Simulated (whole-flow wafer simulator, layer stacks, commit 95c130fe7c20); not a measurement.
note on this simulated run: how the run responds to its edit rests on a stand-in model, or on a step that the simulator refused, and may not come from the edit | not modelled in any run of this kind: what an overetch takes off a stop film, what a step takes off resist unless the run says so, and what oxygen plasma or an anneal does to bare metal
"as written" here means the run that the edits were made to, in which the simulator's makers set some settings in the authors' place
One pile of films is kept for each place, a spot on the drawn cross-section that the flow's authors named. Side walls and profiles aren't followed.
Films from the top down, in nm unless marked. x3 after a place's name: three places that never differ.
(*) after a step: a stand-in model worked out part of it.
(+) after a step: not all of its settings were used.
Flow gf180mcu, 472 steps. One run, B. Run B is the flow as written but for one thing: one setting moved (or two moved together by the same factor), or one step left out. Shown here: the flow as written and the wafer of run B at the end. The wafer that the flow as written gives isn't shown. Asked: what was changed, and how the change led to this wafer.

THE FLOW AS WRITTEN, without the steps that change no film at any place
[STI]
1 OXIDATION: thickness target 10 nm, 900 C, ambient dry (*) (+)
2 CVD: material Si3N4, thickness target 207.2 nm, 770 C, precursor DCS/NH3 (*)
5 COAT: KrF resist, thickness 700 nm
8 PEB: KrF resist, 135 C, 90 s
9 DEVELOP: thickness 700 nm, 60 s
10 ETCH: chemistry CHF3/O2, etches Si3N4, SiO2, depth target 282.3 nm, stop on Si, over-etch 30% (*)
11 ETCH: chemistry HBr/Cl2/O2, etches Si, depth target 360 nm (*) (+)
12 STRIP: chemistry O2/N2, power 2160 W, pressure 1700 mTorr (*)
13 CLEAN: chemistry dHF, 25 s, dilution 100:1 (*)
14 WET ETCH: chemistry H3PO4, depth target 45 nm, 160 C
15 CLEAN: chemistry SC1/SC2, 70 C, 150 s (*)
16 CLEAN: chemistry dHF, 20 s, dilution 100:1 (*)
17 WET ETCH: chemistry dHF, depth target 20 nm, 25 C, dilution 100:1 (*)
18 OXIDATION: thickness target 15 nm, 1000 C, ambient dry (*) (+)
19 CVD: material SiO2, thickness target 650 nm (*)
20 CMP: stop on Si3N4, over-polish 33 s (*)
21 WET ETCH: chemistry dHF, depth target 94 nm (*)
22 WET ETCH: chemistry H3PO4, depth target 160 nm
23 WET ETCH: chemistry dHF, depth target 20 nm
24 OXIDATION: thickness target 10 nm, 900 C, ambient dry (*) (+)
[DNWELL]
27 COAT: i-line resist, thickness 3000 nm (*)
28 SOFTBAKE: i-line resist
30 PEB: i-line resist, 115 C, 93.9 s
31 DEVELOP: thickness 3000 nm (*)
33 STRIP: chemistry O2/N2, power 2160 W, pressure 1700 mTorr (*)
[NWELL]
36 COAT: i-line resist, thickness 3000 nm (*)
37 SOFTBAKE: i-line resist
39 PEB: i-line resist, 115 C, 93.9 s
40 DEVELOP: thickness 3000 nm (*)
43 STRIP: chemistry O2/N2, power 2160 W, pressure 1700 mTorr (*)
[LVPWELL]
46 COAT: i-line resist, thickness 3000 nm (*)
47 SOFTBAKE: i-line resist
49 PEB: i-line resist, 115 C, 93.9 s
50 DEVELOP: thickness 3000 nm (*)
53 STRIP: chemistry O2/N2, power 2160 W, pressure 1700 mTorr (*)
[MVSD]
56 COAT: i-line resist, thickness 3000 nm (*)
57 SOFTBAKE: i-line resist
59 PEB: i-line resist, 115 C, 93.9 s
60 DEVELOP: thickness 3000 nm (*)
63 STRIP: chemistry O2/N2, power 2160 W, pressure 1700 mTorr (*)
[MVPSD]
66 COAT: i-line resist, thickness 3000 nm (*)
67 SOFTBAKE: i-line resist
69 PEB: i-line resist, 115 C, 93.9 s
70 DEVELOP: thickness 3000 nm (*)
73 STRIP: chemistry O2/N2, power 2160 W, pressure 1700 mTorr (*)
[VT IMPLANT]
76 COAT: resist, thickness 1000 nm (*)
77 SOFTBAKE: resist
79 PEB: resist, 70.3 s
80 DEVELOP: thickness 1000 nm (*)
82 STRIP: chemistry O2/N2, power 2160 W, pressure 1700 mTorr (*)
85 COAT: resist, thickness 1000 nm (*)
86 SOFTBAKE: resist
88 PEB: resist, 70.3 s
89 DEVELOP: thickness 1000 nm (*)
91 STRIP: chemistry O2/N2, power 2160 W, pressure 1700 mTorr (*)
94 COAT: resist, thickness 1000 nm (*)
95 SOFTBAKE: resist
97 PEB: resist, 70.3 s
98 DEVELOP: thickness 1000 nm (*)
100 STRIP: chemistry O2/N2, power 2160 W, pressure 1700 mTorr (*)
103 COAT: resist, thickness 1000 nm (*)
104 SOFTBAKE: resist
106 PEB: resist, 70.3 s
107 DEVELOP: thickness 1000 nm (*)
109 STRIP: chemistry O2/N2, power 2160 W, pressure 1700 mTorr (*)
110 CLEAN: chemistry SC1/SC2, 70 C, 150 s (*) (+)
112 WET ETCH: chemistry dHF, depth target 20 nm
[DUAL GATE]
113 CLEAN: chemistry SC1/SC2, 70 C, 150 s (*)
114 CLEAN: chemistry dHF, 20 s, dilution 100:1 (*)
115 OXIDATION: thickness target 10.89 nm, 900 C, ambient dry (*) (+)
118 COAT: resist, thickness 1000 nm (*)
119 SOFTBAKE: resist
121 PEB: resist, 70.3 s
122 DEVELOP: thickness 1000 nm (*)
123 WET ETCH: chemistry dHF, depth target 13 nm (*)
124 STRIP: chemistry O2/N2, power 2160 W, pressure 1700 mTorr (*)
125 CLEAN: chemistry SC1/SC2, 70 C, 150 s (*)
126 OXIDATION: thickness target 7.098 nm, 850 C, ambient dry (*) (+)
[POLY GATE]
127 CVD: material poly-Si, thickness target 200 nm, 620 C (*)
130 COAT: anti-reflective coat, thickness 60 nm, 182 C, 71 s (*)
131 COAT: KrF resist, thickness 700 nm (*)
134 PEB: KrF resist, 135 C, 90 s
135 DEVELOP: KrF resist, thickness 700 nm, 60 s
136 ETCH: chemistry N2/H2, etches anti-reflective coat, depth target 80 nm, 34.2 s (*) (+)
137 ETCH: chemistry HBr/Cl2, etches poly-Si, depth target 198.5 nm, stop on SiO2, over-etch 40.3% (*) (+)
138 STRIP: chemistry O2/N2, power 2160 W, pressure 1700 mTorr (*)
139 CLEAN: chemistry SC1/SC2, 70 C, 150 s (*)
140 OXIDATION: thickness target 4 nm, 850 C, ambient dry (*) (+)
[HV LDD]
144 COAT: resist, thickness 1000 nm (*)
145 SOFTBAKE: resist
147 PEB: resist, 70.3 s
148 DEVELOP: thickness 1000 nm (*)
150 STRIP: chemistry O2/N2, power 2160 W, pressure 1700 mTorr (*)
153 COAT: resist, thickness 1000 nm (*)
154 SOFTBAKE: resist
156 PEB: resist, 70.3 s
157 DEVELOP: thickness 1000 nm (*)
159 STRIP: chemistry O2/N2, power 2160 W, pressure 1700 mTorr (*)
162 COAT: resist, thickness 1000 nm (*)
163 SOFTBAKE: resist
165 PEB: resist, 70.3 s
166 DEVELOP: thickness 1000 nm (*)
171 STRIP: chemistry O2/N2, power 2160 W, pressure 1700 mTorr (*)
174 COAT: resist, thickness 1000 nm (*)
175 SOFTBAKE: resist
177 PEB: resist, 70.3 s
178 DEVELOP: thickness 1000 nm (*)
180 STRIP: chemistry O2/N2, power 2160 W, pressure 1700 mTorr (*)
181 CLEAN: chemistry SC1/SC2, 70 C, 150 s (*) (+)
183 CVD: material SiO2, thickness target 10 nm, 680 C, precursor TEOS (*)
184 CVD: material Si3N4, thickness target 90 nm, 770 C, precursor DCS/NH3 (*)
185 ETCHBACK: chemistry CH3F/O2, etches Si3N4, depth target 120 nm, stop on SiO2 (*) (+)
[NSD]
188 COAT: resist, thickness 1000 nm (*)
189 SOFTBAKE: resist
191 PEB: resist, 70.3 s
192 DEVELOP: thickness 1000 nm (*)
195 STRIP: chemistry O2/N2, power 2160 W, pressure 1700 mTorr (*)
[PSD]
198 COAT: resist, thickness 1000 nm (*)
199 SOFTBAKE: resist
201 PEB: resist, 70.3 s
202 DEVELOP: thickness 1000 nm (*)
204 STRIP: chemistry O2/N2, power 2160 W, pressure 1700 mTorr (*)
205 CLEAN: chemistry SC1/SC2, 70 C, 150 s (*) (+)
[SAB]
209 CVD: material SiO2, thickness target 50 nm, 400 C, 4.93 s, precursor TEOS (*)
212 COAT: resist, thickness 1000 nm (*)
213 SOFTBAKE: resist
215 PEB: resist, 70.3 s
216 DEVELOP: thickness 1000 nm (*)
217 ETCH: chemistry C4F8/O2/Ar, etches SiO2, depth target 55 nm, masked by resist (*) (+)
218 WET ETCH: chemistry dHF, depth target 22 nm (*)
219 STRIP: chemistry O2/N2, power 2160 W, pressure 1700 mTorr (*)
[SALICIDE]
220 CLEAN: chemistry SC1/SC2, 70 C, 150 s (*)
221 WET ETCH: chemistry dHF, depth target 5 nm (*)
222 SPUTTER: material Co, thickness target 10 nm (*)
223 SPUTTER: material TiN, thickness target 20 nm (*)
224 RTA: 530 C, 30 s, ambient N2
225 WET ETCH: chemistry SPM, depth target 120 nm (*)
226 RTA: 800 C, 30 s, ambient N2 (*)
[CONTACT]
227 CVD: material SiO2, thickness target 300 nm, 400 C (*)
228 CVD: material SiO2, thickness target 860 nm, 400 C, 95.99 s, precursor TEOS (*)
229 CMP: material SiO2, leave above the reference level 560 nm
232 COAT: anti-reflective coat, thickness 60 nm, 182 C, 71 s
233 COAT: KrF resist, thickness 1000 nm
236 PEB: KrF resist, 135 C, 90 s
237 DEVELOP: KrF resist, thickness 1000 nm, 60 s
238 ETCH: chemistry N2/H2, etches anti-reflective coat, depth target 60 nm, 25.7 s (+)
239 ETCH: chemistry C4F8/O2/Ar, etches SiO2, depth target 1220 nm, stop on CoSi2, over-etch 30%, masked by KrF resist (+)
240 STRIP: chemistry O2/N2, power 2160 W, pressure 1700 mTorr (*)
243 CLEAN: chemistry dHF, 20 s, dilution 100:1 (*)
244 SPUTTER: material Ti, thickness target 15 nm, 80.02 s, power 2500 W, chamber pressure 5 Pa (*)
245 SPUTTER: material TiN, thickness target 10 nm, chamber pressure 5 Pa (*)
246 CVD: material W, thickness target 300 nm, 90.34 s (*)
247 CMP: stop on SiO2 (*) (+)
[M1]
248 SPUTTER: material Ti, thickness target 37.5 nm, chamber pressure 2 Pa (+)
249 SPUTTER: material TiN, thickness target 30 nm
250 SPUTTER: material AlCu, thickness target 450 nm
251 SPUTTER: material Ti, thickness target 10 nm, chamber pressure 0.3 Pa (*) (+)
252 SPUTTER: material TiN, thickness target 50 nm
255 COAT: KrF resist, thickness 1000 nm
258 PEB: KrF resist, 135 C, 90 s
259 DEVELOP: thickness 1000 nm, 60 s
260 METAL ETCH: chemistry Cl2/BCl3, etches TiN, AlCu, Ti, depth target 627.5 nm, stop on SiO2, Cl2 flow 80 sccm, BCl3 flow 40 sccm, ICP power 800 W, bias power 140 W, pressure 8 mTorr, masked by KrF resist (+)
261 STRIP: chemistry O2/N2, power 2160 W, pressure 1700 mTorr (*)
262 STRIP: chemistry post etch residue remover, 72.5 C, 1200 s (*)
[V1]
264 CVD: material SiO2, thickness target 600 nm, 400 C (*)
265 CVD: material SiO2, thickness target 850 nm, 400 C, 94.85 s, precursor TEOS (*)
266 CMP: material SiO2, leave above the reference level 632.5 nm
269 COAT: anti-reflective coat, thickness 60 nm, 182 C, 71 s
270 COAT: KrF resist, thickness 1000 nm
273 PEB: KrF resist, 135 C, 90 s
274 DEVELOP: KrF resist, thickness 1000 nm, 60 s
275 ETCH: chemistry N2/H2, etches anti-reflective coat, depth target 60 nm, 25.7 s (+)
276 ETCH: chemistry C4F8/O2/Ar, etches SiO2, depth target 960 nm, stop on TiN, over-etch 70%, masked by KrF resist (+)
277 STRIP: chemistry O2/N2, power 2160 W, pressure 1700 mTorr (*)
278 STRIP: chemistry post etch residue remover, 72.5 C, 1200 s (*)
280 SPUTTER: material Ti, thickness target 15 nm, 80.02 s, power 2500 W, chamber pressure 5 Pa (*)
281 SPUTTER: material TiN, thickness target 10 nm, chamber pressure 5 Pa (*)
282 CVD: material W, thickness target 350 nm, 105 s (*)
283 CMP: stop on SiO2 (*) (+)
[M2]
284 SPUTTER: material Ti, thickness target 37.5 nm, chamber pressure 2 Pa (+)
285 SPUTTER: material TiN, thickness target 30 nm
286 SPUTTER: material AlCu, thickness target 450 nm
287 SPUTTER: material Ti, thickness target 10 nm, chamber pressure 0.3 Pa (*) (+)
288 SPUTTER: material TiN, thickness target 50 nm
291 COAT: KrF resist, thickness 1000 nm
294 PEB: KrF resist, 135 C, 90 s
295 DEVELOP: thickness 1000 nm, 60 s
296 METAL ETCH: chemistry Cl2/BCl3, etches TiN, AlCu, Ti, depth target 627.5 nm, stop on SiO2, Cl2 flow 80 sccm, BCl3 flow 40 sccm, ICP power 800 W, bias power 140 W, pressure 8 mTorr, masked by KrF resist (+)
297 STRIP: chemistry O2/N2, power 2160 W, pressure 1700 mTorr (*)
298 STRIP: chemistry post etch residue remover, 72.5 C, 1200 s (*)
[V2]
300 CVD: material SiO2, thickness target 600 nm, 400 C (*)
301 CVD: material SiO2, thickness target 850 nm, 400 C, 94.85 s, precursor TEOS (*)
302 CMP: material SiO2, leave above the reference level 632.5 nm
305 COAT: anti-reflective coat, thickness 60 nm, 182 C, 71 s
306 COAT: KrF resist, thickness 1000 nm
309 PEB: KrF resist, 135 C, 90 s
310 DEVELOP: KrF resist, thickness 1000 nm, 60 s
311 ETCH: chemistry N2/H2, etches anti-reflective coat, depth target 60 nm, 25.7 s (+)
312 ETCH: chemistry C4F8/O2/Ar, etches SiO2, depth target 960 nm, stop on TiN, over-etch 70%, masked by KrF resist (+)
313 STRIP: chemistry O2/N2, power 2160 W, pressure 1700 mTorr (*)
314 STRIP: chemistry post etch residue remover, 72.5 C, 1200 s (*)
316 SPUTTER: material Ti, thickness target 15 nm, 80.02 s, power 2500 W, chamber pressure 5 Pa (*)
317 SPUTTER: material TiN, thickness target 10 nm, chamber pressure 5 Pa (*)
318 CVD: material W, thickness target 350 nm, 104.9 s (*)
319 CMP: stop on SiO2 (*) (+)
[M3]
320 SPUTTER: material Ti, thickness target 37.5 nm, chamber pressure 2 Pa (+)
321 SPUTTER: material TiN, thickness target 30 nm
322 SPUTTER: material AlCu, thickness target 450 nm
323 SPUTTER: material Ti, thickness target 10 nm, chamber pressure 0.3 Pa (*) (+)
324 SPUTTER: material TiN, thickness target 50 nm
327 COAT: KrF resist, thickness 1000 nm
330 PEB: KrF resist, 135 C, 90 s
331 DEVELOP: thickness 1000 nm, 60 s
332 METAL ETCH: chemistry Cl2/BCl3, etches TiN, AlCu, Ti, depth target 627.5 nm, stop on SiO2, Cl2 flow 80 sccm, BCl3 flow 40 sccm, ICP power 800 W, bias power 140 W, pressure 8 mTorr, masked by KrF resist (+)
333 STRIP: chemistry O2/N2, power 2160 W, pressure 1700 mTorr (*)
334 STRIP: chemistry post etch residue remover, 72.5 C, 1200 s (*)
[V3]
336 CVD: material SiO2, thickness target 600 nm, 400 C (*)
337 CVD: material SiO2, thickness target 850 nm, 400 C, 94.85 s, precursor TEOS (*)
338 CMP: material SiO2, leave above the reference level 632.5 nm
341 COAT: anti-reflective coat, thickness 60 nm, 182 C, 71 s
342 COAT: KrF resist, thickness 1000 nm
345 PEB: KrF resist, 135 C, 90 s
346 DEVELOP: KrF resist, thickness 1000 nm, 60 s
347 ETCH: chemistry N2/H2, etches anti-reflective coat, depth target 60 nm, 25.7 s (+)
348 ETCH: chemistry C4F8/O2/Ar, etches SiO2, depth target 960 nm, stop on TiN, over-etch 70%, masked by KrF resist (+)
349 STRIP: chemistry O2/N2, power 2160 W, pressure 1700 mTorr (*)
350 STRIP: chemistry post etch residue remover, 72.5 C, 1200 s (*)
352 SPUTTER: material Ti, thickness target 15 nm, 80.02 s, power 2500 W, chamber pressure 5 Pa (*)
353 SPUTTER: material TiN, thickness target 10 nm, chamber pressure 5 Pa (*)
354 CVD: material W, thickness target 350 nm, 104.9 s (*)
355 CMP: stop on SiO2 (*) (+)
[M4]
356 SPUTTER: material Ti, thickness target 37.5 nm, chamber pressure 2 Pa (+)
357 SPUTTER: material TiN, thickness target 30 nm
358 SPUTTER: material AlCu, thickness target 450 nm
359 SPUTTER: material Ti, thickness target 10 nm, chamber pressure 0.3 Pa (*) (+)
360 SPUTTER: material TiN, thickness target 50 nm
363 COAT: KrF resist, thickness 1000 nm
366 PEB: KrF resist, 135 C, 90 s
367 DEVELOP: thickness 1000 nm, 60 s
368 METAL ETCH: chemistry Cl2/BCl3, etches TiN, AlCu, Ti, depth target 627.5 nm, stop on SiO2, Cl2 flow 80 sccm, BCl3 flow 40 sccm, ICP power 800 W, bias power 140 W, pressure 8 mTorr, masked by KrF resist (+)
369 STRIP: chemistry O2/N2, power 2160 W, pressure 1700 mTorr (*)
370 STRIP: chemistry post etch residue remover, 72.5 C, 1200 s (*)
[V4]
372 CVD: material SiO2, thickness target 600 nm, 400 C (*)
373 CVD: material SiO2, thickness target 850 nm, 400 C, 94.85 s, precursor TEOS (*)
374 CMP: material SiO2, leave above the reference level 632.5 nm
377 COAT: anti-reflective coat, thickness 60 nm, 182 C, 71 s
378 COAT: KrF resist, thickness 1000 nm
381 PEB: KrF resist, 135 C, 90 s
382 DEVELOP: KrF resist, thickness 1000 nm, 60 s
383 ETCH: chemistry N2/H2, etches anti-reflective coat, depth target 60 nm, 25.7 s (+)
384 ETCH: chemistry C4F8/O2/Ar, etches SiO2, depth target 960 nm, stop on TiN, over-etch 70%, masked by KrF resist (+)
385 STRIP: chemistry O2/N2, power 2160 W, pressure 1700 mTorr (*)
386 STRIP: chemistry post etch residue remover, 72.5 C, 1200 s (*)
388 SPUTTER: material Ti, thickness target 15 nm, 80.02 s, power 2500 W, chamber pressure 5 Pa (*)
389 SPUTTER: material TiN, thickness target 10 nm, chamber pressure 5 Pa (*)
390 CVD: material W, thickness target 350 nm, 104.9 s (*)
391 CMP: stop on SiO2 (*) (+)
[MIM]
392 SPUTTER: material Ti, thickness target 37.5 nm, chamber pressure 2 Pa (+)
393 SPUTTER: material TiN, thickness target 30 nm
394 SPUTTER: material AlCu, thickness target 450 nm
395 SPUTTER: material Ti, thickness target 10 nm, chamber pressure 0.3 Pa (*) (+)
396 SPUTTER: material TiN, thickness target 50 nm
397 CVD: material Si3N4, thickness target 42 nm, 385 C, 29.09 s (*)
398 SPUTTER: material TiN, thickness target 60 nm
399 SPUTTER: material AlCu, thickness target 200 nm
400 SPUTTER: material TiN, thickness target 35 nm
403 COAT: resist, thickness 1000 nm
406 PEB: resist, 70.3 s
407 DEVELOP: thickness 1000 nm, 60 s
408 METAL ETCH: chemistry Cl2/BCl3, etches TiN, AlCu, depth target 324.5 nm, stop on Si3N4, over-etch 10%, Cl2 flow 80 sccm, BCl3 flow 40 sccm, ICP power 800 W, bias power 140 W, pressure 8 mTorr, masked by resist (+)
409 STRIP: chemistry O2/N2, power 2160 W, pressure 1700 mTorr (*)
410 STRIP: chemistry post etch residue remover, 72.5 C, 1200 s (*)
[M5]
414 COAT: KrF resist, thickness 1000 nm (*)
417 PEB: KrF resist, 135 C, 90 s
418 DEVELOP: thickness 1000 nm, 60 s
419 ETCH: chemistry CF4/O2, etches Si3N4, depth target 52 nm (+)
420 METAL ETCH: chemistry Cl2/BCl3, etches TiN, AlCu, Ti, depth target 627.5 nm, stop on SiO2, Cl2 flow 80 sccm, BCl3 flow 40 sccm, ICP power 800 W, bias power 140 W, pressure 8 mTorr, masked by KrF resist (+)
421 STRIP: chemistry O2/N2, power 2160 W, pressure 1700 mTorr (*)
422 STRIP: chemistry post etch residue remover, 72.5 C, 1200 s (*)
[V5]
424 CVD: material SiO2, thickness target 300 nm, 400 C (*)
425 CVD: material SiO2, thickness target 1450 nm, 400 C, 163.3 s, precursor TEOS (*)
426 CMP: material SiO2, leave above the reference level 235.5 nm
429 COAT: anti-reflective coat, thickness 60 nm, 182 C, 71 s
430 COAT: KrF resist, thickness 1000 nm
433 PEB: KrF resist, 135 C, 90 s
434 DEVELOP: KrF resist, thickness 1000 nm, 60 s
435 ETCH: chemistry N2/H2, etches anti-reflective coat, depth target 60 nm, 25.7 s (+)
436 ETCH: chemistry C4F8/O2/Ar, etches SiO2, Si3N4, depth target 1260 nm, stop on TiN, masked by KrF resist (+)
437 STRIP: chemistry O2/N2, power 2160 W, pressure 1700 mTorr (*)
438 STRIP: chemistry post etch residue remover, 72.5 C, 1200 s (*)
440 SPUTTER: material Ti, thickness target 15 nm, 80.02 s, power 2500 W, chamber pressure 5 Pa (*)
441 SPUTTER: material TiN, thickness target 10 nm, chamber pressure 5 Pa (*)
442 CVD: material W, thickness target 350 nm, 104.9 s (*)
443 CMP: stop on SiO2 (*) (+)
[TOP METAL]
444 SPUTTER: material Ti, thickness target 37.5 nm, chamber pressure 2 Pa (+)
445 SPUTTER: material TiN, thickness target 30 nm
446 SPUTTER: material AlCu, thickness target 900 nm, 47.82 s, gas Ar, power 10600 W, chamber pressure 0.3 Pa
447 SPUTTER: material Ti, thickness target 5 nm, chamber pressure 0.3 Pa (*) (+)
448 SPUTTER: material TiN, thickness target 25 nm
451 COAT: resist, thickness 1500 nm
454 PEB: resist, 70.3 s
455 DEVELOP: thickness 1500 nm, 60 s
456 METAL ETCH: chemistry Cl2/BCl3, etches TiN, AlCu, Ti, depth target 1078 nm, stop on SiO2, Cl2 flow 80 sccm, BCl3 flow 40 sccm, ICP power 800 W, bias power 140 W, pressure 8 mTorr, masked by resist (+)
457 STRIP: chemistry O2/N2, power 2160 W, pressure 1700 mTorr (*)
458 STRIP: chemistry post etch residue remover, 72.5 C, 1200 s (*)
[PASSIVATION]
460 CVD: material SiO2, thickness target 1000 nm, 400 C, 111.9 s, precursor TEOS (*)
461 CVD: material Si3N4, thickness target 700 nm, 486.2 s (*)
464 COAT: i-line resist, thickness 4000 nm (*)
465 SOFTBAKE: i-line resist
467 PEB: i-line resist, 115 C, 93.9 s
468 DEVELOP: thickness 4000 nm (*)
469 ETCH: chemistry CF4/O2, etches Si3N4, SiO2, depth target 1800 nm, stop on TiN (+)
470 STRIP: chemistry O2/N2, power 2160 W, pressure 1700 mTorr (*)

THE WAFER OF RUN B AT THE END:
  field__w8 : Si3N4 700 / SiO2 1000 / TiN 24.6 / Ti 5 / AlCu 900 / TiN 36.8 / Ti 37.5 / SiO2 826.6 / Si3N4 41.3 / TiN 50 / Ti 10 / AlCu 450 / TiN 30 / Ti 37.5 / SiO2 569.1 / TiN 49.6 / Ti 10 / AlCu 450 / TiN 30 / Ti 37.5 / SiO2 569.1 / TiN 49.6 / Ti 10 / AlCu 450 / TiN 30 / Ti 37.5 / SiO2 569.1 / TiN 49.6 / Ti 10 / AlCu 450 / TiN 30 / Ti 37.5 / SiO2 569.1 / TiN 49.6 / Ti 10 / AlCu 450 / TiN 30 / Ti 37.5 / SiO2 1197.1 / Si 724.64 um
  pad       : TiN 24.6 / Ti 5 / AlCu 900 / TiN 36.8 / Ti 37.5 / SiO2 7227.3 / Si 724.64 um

The cause: step 445, SPUTTER: thickness target 36.8 nm was run, where the flow has thickness target 30 nm.
It can be read off the wafer: field__w8 has TiN 36.8, and step 445 as written asks for 30 nm.

How the change led to this, step by step:
  445 SPUTTER: material TiN, thickness target 30 nm
      field, field__w1, field__w2 and 109 more: TiN +36.8 (new film) (as written it would be: TiN +30 (new film))
  456 METAL ETCH: chemistry Cl2/BCl3, etches TiN, AlCu, Ti, depth target 1078 nm, stop on SiO2, Cl2 flow 80 sccm, BCl3 flow 40 sccm, ICP power 800 W, bias power 140 W, pressure 8 mTorr, masked by resist (+)
      field, field__w1, field__w2 and 103 more: TiN -25 (all of it), Ti -5 (all of it), AlCu -900 (all of it), TiN -36.8 (all of it), Ti -37.5 (all of it) (as written it would be: TiN -25 (all of it), Ti -5 (all of it), AlCu -900 (all of it), TiN -30 (all of it), Ti -37.5 (all of it))
  465 SOFTBAKE: i-line resist
      gate: i-line resist -0.3 (as written it would be: i-line resist +1.79)
      ld_acc_p, ld_fp_p, ld_drift_p: i-line resist +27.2 (as written it would be: i-line resist +33.8)
      (and at 56 more places)
